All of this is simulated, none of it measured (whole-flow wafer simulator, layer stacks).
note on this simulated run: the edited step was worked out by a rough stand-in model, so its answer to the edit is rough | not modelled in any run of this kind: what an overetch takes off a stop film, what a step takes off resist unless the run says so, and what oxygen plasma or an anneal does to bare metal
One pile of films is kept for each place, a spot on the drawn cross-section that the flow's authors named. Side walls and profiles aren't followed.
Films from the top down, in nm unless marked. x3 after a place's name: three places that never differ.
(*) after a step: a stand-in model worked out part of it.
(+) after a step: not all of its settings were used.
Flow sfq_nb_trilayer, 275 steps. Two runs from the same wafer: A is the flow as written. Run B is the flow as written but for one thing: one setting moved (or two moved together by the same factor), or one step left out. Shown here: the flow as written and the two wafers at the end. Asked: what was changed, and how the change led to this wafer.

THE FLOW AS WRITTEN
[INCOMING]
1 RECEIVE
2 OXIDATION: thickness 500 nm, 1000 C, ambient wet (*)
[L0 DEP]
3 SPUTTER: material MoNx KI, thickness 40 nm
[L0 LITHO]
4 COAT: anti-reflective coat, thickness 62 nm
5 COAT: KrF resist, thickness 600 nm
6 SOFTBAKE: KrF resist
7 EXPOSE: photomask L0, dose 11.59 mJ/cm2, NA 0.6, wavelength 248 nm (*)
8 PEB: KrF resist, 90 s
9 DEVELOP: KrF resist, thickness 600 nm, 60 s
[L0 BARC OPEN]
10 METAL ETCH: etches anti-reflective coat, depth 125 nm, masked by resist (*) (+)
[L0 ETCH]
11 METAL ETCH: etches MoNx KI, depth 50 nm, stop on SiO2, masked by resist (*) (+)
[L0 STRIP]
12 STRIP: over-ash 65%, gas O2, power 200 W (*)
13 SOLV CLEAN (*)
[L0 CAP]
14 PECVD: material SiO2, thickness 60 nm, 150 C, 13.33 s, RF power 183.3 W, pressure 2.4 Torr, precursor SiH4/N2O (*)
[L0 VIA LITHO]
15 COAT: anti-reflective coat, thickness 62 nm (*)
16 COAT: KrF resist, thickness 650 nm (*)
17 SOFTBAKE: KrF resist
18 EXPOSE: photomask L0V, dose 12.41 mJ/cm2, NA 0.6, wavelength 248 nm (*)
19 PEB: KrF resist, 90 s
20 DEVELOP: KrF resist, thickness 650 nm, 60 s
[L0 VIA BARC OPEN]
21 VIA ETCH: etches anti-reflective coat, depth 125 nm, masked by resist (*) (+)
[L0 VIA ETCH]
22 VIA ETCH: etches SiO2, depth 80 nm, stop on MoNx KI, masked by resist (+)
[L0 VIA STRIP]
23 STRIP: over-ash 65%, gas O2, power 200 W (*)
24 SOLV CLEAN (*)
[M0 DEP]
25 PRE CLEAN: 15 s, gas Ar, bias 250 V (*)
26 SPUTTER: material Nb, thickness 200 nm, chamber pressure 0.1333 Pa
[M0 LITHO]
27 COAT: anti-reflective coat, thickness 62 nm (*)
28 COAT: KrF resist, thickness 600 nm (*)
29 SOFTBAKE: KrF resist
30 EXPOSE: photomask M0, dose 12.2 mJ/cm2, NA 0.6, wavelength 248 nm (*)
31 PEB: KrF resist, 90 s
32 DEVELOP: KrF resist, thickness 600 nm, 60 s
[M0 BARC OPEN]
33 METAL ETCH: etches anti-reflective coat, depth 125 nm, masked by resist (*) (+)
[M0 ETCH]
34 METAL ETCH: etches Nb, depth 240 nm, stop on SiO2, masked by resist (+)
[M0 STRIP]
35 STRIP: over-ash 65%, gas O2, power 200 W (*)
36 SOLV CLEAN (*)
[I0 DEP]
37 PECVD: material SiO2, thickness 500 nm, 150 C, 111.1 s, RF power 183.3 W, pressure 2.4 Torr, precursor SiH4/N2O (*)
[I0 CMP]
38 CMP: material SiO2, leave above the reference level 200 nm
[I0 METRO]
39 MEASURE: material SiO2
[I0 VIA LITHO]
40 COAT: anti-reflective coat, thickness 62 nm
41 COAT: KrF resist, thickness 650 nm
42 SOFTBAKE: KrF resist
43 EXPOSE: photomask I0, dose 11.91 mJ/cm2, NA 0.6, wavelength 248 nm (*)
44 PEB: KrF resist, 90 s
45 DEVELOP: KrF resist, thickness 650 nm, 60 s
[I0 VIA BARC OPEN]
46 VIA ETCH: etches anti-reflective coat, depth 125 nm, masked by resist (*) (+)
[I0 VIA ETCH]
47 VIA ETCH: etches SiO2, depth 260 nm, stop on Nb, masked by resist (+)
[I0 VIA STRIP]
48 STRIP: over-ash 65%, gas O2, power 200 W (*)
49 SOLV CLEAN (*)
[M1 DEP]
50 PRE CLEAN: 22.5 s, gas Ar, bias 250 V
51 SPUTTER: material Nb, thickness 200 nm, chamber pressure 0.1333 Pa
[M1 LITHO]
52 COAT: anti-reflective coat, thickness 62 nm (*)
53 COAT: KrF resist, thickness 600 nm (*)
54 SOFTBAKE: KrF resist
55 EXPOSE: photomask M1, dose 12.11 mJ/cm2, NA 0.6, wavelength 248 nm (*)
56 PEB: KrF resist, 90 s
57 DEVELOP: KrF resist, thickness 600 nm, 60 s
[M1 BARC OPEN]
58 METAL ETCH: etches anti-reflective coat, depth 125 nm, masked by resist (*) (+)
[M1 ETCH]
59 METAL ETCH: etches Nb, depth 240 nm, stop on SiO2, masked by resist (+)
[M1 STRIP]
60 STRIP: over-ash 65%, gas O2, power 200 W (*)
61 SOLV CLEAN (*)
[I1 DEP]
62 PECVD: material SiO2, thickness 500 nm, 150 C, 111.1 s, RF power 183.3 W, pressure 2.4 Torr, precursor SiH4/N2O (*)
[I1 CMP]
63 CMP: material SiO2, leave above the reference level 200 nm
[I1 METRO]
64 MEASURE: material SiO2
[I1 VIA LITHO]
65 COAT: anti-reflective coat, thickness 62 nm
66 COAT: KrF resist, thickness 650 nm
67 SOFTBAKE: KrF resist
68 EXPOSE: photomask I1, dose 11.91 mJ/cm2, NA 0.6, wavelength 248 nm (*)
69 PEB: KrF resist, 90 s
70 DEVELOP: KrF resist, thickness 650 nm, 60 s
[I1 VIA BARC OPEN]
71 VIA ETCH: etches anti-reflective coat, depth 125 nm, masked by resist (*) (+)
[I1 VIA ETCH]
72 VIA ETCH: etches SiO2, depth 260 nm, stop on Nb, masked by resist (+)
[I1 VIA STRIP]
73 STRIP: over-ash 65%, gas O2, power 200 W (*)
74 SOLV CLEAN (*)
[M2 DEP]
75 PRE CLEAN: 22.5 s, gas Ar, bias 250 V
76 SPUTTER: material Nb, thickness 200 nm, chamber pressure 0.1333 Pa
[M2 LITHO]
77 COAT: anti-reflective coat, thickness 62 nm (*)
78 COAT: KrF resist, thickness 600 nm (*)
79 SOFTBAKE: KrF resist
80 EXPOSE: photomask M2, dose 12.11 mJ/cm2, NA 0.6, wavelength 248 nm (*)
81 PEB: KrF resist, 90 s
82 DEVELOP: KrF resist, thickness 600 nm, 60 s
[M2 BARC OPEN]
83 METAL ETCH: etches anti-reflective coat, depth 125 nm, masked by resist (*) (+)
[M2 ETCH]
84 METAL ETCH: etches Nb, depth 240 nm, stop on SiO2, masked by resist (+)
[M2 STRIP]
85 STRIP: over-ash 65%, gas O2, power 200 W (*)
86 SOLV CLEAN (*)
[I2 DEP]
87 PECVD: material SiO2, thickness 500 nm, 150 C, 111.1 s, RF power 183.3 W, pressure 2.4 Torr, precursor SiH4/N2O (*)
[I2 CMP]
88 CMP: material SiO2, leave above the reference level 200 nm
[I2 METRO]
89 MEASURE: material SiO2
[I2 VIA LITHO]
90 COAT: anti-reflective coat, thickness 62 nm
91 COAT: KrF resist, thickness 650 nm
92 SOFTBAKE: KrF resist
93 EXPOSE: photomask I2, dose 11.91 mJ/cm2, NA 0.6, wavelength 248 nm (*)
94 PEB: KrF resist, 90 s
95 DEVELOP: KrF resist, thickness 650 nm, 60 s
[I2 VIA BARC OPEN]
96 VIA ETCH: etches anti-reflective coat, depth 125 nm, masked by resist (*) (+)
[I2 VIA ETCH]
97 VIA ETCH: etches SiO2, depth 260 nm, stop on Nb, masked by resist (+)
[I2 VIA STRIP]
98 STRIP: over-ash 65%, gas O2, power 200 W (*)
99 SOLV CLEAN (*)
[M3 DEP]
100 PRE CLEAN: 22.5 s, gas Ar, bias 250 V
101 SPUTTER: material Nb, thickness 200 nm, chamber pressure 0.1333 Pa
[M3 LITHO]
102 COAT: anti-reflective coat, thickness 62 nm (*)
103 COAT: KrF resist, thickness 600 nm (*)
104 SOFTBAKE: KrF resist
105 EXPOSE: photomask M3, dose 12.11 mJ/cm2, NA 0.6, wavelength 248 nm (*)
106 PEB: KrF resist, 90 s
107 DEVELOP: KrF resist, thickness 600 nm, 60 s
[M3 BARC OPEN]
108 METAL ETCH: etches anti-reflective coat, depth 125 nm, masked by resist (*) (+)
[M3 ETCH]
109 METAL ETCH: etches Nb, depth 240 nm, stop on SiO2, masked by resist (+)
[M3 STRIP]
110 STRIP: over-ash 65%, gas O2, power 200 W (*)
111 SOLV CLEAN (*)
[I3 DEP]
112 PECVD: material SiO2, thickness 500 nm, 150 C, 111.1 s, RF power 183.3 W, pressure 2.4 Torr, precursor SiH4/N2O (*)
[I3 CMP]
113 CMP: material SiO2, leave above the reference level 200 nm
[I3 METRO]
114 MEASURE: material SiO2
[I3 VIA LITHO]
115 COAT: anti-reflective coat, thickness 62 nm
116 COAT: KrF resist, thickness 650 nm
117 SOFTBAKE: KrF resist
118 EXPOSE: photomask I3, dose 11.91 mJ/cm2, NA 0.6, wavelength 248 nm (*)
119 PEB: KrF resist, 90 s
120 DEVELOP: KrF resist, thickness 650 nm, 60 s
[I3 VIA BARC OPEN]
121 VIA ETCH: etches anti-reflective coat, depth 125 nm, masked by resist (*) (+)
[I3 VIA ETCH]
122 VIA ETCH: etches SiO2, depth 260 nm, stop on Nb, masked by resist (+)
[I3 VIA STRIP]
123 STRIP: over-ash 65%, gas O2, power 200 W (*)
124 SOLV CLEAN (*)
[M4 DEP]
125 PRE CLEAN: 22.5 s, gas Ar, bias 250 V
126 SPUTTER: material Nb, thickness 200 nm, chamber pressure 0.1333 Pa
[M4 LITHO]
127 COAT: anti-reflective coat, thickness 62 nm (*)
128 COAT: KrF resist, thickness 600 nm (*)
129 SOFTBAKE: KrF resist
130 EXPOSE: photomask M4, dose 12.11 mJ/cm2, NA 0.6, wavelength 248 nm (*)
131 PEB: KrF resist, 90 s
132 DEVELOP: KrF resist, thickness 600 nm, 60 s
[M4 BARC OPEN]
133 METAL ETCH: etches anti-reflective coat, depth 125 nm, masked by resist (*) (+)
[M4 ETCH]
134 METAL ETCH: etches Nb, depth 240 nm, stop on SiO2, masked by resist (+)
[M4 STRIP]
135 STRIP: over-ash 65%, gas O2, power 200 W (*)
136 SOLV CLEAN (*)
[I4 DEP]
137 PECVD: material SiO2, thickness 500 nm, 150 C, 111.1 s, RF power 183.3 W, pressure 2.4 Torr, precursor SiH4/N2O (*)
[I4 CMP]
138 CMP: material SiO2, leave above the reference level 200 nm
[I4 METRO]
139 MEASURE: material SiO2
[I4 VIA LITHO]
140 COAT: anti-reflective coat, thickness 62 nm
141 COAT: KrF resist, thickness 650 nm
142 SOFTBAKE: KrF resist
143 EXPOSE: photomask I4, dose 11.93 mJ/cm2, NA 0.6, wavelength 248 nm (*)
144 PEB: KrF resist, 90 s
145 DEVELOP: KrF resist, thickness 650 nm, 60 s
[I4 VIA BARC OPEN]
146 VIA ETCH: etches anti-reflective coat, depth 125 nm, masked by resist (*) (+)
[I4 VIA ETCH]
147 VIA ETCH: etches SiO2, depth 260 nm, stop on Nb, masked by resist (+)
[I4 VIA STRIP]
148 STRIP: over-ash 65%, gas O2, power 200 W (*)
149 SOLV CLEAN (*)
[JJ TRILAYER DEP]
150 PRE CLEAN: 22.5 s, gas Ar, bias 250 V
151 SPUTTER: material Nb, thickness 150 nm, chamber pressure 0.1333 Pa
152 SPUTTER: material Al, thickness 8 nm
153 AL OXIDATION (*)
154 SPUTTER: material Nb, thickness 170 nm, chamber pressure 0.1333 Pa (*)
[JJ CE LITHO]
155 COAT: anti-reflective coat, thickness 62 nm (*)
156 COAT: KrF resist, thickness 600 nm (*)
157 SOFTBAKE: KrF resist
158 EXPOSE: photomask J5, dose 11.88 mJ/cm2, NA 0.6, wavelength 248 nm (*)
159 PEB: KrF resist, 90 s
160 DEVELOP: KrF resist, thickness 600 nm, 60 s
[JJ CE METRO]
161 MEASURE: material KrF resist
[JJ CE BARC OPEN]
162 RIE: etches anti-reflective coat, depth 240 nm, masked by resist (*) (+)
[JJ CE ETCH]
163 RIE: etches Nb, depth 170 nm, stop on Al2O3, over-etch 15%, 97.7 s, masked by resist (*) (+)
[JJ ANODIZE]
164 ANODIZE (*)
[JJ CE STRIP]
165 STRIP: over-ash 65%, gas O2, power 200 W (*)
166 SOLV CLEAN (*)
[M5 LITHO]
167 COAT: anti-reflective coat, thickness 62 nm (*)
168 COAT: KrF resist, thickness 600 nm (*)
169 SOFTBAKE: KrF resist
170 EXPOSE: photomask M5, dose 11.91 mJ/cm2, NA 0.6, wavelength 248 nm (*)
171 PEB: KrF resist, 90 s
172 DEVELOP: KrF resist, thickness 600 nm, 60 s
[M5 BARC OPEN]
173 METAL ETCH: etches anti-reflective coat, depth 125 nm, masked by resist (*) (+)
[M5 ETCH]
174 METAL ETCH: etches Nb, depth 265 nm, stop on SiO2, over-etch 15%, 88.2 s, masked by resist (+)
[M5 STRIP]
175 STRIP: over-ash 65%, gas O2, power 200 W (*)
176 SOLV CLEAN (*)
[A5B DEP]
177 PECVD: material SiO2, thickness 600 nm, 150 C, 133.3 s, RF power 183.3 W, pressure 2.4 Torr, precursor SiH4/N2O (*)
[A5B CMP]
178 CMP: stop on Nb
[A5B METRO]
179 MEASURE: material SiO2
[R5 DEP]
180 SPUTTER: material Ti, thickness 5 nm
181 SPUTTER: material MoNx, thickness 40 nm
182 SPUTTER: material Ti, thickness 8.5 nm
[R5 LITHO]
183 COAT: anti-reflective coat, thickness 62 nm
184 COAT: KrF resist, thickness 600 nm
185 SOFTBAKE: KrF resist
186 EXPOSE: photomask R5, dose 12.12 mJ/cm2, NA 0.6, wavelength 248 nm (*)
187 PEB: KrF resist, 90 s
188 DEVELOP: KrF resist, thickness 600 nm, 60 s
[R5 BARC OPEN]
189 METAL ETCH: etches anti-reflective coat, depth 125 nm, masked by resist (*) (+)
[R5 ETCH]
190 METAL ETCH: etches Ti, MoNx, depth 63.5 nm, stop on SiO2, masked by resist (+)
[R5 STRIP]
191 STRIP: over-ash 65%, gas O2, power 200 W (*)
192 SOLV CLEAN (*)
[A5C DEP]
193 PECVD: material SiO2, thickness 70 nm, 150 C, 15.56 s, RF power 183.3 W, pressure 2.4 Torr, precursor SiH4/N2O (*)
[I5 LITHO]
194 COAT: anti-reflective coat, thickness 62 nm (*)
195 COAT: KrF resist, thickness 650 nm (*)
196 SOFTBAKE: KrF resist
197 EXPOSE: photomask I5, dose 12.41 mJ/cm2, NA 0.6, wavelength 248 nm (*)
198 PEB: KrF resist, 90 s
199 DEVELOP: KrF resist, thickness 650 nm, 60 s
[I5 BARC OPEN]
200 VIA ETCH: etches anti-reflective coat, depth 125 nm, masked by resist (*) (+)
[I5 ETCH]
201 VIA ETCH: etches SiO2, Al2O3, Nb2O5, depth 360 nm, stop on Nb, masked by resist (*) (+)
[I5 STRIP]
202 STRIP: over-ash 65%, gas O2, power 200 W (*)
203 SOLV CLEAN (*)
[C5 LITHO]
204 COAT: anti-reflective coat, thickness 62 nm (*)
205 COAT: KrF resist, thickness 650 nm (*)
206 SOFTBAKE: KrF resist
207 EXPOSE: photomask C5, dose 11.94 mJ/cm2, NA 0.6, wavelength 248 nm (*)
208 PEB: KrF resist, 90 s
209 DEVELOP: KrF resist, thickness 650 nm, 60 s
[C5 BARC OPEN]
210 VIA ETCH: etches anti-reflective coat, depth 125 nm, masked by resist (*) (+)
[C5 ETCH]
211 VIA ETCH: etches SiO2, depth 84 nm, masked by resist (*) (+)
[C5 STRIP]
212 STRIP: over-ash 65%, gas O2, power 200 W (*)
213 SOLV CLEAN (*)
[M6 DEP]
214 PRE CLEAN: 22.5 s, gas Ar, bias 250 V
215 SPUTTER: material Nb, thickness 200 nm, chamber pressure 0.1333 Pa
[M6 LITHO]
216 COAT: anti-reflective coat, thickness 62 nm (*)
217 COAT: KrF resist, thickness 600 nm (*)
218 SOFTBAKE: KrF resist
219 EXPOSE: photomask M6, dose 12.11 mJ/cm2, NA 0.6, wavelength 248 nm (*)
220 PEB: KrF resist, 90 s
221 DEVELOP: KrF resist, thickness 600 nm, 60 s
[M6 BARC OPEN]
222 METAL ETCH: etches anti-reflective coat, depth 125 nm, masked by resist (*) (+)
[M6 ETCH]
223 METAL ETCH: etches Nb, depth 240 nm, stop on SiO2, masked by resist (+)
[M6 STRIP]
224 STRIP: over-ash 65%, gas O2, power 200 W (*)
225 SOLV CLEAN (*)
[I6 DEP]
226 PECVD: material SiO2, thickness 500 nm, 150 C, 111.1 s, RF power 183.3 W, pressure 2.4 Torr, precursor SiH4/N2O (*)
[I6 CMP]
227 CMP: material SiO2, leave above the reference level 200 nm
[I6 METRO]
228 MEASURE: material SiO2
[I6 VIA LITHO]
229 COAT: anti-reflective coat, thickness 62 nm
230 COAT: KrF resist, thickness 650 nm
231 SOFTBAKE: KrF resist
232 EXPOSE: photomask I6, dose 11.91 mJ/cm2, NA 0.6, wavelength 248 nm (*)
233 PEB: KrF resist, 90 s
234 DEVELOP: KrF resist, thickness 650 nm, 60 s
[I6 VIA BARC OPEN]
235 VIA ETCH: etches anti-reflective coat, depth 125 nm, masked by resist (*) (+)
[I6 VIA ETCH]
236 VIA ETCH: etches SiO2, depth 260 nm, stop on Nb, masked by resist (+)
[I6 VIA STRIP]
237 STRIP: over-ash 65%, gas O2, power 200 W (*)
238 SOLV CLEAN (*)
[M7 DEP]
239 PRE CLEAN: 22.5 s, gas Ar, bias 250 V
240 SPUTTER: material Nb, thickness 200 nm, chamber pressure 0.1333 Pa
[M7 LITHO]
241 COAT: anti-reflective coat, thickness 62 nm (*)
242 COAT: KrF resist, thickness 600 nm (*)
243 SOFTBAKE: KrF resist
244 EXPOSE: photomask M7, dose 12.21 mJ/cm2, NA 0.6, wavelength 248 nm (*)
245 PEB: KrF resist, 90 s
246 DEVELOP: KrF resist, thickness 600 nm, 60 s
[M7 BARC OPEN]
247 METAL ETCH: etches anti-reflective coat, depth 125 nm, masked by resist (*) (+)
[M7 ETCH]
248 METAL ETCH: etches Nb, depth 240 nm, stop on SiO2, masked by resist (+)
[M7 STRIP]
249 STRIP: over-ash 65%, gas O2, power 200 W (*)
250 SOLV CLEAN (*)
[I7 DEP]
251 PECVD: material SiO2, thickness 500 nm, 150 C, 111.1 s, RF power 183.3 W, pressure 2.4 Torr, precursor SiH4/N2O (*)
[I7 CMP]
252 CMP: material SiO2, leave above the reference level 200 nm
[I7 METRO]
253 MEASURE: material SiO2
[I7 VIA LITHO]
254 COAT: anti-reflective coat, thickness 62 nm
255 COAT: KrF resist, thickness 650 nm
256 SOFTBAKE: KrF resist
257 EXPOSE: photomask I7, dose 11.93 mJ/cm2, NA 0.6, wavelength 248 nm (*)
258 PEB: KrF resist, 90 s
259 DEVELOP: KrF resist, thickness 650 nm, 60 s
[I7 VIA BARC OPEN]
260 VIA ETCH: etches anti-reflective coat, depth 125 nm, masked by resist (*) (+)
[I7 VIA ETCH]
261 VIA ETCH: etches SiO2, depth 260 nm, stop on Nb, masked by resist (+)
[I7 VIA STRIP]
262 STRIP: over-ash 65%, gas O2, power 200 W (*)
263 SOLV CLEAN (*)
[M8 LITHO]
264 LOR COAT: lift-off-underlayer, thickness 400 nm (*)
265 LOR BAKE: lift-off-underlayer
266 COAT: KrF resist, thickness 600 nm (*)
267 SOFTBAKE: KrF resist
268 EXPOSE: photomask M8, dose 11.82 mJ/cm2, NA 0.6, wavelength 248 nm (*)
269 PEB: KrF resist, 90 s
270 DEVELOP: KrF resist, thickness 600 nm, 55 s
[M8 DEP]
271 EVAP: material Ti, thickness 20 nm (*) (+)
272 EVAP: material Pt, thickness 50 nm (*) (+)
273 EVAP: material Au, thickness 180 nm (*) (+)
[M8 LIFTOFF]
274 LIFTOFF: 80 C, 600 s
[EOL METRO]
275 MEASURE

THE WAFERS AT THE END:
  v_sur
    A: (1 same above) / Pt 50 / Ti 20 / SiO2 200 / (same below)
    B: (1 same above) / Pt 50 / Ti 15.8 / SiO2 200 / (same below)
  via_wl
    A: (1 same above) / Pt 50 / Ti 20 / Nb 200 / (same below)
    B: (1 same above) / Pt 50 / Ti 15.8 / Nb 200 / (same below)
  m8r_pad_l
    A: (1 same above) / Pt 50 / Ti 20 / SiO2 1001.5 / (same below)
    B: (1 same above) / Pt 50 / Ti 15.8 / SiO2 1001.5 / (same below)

The cause: step 271, EVAP: thickness 15.8 nm was run, where the flow has thickness 20 nm.
It can be read off the wafer: v_sur has Ti 15.8, and step 271 as written asks for 20 nm.

How the change led to this, step by step:
  271 EVAP: material Ti, thickness 20 nm (*) (+)
      field_l, v_sur, via_wl and 103 more: A Ti +20 (new film) | B Ti +15.8 (new film)
  274 LIFTOFF: 80 C, 600 s
      p4_fl, p4_fm, p4_w1 and 71 more: A Au -180 (all of it), Pt -50 (all of it), Ti -20 (all of it), KrF resist -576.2 (all of it), lift-off-underlayer -400 (all of it) | B Au -180 (all of it), Pt -50 (all of it), Ti -15.8 (all of it), KrF resist -576.2 (all of it), lift-off-underlayer -400 (all of it)
      c5j, ce_r: A Au -180 (all of it), Pt -50 (all of it), Ti -20 (all of it), KrF resist -573.3 (all of it), lift-off-underlayer -399.3 (all of it) | B Au -180 (all of it), Pt -50 (all of it), Ti -15.8 (all of it), KrF resist -573.3 (all of it), lift-off-underlayer -399.3 (all of it)
      (and at 19 more places)
